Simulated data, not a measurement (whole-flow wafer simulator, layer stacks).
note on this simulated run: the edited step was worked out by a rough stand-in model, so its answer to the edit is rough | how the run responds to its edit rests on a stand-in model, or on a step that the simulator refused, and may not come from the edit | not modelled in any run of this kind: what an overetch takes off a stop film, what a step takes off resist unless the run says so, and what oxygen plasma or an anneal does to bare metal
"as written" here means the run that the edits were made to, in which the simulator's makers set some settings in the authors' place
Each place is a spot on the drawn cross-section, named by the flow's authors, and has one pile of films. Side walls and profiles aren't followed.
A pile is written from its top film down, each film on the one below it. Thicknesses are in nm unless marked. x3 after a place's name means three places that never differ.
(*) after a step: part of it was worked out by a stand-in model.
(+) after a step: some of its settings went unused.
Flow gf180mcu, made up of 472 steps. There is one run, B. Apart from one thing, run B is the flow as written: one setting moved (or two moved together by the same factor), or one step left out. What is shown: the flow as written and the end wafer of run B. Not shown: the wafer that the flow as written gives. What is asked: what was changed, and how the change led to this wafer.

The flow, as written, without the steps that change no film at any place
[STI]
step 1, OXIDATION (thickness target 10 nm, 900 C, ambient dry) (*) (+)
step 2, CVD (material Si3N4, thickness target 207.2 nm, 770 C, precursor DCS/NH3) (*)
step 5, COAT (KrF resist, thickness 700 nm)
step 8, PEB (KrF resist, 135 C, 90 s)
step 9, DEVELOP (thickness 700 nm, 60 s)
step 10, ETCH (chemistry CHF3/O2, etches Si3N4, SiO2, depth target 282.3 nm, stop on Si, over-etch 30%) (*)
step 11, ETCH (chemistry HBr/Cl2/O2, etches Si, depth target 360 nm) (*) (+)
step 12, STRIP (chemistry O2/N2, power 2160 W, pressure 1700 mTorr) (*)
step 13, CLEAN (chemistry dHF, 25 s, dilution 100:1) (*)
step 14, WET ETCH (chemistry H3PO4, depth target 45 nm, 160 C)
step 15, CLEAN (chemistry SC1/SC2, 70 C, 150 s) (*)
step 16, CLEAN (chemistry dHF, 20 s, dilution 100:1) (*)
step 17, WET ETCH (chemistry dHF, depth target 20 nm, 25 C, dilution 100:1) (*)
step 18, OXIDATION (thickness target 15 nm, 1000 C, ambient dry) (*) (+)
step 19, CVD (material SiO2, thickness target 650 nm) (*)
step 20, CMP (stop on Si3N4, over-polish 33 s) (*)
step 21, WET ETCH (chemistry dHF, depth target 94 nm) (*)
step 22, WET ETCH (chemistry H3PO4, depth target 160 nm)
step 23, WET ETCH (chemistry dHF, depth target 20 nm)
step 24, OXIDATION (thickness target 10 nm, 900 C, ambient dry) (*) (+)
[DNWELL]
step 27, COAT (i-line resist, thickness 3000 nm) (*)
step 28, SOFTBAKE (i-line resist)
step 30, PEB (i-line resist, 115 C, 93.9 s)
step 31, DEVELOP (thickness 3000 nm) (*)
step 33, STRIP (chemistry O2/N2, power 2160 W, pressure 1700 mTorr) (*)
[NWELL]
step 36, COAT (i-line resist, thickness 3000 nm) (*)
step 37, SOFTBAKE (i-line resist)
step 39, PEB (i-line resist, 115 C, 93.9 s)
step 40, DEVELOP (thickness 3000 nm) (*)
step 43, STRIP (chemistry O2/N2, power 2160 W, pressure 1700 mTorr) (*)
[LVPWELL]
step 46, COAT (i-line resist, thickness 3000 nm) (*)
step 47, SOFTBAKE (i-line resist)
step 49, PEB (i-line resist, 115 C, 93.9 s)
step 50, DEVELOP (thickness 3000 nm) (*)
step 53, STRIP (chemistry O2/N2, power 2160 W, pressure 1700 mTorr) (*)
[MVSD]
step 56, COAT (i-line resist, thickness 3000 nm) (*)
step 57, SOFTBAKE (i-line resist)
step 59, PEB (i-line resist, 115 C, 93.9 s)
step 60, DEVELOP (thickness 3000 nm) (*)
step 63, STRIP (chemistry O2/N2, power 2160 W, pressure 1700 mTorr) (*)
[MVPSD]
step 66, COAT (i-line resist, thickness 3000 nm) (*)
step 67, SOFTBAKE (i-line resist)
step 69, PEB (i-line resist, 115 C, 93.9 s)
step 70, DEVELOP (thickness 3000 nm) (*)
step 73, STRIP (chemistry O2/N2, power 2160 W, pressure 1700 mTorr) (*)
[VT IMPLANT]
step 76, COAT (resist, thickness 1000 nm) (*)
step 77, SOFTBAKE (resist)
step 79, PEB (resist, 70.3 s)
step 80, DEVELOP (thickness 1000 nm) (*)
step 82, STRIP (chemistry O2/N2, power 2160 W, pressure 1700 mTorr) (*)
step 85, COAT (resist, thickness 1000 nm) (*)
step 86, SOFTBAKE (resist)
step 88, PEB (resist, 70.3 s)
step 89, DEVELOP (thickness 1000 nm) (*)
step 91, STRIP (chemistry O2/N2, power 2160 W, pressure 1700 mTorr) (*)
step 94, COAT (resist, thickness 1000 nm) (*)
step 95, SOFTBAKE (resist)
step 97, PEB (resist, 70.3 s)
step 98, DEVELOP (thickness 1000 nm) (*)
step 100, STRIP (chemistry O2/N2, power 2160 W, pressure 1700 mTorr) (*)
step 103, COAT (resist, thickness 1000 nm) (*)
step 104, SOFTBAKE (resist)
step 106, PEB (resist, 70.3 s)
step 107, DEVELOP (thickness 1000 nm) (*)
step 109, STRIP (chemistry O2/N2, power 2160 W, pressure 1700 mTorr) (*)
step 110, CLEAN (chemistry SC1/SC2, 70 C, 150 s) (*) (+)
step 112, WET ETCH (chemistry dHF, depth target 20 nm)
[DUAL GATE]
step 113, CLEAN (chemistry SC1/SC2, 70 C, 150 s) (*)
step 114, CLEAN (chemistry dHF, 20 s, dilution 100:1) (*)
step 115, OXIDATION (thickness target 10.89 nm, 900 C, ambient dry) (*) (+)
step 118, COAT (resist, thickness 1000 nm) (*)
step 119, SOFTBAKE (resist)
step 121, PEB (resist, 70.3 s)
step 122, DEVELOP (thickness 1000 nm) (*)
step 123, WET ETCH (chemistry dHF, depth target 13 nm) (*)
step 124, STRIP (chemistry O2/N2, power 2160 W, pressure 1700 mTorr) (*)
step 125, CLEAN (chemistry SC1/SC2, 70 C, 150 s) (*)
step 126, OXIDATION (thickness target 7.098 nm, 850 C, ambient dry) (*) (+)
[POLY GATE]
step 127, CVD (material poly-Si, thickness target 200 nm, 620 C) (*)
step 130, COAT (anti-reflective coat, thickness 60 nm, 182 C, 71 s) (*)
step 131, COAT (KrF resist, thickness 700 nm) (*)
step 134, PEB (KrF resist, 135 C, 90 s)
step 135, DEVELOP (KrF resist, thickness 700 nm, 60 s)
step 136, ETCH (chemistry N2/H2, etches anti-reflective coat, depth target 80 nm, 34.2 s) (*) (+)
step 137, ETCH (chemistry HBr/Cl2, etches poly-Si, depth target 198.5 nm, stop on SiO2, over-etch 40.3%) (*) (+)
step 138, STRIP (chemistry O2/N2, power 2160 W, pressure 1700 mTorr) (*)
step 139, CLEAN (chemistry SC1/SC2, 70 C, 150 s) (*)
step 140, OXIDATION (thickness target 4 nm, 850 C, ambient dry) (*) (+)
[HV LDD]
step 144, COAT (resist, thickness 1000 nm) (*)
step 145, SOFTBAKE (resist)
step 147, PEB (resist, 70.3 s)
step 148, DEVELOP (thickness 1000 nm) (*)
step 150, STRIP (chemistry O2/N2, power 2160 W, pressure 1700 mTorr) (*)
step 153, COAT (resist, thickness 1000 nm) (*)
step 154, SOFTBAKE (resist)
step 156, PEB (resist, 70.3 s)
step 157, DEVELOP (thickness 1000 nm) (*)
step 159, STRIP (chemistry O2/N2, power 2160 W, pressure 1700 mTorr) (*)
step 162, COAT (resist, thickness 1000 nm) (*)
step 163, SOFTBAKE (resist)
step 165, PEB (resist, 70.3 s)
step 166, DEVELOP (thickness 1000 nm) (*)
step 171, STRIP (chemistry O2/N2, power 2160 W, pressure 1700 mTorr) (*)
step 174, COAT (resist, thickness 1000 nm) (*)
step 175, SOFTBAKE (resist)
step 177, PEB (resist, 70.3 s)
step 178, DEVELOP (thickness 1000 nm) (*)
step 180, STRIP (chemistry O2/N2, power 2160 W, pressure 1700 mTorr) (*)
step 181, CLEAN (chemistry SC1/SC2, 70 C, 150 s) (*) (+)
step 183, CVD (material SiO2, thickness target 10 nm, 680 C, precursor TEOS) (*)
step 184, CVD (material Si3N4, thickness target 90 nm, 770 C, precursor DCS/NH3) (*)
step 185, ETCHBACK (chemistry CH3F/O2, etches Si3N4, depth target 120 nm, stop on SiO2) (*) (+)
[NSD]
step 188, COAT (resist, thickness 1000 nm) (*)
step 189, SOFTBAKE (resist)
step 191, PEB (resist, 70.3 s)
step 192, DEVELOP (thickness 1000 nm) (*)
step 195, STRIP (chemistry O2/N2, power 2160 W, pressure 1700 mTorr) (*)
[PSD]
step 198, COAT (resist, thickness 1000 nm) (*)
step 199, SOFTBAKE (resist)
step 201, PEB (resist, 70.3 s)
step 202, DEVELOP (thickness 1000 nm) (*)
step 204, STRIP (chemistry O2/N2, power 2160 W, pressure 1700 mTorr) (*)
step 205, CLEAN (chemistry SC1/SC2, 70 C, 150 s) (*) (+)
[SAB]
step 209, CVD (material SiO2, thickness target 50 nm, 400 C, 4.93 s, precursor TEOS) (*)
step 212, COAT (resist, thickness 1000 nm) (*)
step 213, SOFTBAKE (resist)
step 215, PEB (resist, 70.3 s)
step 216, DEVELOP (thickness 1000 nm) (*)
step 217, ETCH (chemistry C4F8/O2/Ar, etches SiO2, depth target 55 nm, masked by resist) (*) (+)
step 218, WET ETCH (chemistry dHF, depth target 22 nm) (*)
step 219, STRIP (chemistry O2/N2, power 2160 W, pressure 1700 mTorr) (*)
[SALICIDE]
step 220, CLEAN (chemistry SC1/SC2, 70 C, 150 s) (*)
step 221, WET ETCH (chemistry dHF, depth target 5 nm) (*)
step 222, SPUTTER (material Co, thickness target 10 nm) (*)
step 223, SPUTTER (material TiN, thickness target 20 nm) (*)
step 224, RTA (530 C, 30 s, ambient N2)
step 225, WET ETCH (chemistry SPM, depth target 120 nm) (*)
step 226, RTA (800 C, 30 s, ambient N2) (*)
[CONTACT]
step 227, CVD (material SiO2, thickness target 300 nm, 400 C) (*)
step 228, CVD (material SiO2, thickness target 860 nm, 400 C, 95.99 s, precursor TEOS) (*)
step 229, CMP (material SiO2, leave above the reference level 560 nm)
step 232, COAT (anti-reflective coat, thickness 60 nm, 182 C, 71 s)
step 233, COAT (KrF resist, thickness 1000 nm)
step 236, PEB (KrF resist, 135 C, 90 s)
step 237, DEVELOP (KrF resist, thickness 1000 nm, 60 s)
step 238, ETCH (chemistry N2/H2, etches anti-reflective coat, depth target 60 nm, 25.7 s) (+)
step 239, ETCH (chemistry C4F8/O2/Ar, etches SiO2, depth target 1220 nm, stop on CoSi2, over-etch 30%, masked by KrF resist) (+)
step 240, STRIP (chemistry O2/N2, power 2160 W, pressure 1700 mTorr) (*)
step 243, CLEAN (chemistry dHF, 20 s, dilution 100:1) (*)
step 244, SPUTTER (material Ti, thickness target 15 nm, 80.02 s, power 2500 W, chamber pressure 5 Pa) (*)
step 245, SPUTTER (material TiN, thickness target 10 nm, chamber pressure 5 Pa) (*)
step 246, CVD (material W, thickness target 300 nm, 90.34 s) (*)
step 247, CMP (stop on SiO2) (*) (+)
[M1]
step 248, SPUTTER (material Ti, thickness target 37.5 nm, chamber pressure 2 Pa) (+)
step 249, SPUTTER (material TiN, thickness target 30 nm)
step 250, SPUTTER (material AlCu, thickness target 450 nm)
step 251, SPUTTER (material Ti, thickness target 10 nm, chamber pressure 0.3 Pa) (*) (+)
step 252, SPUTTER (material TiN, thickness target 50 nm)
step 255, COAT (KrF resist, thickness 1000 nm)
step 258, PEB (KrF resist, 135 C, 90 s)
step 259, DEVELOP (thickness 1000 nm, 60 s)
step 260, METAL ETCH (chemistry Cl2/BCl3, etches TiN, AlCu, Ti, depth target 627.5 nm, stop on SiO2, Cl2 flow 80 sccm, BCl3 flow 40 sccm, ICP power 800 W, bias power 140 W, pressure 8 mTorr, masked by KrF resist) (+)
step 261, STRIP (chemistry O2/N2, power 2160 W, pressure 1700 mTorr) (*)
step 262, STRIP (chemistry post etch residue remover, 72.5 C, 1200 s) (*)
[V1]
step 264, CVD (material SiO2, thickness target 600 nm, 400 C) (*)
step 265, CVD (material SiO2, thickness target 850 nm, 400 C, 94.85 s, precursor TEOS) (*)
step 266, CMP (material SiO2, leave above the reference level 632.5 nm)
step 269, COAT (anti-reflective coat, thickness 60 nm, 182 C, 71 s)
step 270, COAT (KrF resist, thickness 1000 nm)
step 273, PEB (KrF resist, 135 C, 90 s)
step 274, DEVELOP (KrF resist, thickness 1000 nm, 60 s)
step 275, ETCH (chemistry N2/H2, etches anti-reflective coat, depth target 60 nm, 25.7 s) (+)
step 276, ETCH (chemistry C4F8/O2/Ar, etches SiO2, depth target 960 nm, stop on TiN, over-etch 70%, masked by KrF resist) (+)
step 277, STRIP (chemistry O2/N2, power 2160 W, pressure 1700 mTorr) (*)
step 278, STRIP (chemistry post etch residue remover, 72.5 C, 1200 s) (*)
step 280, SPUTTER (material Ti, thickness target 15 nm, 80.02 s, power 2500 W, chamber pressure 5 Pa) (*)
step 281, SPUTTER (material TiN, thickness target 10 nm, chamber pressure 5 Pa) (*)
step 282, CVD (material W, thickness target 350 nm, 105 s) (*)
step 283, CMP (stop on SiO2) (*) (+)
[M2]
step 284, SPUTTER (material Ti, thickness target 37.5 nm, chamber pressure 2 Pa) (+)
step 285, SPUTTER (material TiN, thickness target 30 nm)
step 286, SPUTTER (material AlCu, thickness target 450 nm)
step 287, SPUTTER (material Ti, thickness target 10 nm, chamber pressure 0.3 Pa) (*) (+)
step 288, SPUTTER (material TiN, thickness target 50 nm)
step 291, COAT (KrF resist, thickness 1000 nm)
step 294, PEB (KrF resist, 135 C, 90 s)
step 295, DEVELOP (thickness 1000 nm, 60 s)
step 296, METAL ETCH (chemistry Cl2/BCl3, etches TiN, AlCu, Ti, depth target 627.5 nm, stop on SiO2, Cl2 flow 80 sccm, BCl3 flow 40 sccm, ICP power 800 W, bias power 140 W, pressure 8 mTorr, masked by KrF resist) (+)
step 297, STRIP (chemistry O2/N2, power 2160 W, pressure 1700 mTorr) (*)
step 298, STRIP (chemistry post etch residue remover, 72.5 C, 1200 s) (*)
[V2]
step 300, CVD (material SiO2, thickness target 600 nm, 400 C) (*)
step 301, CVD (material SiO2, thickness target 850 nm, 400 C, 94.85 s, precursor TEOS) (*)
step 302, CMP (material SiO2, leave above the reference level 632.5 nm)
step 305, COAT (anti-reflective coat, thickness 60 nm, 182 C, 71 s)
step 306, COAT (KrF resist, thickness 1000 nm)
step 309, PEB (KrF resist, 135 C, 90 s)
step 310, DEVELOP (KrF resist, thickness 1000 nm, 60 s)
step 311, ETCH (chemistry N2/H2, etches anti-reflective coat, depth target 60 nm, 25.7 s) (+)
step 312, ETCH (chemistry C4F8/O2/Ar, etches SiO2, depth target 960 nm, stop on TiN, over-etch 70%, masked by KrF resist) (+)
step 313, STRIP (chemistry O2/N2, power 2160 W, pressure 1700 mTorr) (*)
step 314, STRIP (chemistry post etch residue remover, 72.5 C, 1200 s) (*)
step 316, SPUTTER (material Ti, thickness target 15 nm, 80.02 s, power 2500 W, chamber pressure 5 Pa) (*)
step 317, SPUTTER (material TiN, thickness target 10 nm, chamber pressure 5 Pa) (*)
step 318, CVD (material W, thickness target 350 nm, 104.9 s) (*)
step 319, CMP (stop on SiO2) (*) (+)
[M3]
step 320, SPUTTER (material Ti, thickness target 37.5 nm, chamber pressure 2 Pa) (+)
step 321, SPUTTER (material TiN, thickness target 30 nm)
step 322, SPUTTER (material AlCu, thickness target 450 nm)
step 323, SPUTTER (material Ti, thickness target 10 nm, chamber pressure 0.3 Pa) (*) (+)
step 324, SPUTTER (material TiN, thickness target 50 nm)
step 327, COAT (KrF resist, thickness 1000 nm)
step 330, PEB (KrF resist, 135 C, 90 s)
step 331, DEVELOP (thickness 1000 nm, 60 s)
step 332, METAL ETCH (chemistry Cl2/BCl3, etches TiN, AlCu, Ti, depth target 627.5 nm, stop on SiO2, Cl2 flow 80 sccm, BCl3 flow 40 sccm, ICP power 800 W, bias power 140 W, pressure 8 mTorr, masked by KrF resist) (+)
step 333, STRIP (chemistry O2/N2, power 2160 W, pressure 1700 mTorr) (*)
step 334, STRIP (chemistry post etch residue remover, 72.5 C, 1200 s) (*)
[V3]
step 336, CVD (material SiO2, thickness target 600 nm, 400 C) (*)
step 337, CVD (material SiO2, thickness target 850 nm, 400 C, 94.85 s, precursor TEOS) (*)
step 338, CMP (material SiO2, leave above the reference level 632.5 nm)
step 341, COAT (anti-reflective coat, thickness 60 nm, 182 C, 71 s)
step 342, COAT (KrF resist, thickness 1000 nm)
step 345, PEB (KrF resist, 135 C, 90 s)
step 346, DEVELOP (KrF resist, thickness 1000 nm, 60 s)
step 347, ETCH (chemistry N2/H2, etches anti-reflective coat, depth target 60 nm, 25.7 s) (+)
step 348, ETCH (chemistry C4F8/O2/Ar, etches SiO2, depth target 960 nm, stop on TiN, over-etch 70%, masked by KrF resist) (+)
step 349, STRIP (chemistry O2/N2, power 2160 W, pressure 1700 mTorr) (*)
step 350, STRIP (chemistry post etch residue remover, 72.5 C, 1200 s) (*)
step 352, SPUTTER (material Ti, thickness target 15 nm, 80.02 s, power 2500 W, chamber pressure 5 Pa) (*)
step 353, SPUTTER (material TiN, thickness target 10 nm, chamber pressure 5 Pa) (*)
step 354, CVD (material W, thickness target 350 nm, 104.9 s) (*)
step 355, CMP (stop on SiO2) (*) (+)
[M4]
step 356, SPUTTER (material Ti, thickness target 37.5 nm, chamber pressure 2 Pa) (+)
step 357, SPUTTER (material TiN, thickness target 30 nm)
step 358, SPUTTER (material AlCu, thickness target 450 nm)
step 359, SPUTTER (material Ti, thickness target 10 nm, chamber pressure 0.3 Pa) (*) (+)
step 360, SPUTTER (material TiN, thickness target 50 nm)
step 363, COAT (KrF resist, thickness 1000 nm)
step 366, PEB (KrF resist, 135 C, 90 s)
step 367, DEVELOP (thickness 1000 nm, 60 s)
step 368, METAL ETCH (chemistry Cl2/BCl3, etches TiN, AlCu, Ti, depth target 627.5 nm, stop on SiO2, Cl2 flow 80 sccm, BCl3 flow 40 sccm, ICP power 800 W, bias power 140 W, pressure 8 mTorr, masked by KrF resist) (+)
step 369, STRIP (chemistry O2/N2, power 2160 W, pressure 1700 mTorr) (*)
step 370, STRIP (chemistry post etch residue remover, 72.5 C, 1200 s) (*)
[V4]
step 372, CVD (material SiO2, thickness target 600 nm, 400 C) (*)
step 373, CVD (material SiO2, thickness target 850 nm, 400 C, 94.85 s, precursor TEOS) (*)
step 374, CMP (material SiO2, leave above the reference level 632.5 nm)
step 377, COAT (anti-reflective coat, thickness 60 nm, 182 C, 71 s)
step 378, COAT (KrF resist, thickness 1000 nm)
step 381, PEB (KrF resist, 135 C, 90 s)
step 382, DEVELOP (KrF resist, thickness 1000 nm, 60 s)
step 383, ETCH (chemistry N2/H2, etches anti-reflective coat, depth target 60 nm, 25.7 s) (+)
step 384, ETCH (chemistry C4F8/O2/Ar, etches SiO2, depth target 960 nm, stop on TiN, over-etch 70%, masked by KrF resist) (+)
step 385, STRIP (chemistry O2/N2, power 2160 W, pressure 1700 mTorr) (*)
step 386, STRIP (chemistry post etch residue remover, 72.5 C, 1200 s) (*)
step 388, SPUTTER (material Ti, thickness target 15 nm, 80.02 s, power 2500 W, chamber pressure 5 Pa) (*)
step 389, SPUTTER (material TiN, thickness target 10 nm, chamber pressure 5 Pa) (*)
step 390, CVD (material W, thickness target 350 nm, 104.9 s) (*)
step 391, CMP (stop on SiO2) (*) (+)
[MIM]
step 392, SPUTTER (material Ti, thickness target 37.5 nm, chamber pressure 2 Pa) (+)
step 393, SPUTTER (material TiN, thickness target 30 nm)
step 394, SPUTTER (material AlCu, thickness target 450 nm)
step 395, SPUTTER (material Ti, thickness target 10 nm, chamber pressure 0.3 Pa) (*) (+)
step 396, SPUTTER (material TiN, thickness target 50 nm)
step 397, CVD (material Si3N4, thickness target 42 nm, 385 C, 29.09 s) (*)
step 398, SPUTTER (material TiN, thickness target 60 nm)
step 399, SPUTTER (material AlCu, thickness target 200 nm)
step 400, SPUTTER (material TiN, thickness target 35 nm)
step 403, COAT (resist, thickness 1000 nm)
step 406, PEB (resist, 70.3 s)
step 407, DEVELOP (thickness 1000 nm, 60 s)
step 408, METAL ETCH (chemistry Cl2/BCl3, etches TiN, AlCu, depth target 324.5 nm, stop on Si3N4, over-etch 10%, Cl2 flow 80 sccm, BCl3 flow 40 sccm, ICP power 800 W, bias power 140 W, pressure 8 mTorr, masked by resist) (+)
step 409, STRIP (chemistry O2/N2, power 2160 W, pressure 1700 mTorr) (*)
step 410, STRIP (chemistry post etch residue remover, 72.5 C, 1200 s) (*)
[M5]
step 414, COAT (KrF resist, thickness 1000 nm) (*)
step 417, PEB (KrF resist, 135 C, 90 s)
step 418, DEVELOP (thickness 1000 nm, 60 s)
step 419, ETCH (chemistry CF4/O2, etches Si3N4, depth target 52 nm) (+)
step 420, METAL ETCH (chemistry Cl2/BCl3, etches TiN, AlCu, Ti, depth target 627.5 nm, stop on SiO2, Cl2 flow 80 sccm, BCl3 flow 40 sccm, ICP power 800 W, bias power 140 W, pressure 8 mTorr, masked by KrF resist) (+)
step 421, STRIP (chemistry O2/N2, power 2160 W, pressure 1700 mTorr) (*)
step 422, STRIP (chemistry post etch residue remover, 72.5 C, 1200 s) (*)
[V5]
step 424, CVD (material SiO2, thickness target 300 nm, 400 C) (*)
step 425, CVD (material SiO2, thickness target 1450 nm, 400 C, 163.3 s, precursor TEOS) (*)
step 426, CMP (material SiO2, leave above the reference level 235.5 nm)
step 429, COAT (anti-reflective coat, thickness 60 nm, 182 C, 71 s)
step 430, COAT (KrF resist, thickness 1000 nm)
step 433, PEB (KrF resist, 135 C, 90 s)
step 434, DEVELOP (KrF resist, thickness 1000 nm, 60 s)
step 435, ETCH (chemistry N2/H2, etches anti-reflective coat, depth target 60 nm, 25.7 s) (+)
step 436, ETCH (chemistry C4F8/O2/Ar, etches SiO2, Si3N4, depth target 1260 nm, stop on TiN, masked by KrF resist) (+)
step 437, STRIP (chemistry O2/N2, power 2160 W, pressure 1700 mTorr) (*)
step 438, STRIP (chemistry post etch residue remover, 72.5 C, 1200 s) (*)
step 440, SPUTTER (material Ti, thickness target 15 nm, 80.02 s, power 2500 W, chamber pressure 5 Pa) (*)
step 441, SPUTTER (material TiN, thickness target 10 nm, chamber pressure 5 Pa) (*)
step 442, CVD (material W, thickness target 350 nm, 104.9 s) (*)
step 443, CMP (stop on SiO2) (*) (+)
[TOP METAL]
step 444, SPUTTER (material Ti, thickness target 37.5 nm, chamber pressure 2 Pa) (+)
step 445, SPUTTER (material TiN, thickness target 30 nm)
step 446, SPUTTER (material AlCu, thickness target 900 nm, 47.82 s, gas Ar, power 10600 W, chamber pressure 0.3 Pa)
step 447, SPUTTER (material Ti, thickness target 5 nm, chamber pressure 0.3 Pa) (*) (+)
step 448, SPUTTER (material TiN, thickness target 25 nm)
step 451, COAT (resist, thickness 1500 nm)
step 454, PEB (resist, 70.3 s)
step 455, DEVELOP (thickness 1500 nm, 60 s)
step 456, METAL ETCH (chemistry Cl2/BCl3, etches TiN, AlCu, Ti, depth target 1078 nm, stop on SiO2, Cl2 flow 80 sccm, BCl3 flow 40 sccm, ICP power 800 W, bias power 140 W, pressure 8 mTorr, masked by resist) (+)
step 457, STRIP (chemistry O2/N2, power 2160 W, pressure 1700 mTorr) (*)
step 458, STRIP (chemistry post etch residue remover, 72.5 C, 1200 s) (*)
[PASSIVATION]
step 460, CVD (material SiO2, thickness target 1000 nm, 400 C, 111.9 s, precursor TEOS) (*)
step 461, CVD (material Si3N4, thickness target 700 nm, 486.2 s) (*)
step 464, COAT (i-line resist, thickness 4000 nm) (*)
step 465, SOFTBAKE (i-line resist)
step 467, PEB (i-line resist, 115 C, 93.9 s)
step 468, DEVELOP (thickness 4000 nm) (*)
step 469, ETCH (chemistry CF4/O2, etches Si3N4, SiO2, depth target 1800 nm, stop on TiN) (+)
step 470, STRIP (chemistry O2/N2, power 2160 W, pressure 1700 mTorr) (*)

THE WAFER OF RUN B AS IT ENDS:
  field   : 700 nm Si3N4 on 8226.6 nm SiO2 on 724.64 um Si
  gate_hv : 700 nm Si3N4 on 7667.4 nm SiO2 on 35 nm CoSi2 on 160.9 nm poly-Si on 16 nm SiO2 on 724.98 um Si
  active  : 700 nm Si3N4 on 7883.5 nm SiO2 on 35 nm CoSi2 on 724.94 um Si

Cause: step 115, OXIDATION: thickness target 12.79 nm was run, though the flow has thickness target 10.89 nm.

The path from the change to this, step by step:
  step 115, OXIDATION (thickness target 10.89 nm, 900 C, ambient dry) (*) (+)
      active, n_well, p_well and 40 more: SiO2 gains 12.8 (new film), Si loses 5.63 (as written it would have been: SiO2 gains 10.9 (new film), Si loses 4.79)
  step 123, WET ETCH (chemistry dHF, depth target 13 nm) (*)
      active, n_well, p_well and 12 more: SiO2 loses 12.8 (all of it) (as written it would have been: SiO2 loses 10.9 (all of it))
  step 189, SOFTBAKE (resist)
      field__w9: resist loses 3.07 (as written it would have been: resist gains 6.92)
  step 199, SOFTBAKE (resist)
      field__w9: resist loses 3.07 (as written it would have been: resist gains 6.92)
  step 218, WET ETCH (chemistry dHF, depth target 22 nm) (*)
      ldn_tap, ldn_src, ldn_drn, ldp_tap, ldp_src, ldp_drn, ldp_gr: SiO2 loses 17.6 (all of it) (as written it would have been: SiO2 loses 16 (all of it))
      ld_drn_n, ld_sd_p: SiO2 loses 16.5 (all of it) (as written it would have been: SiO2 loses 14.8 (all of it))
      (as well as at 5 more places)
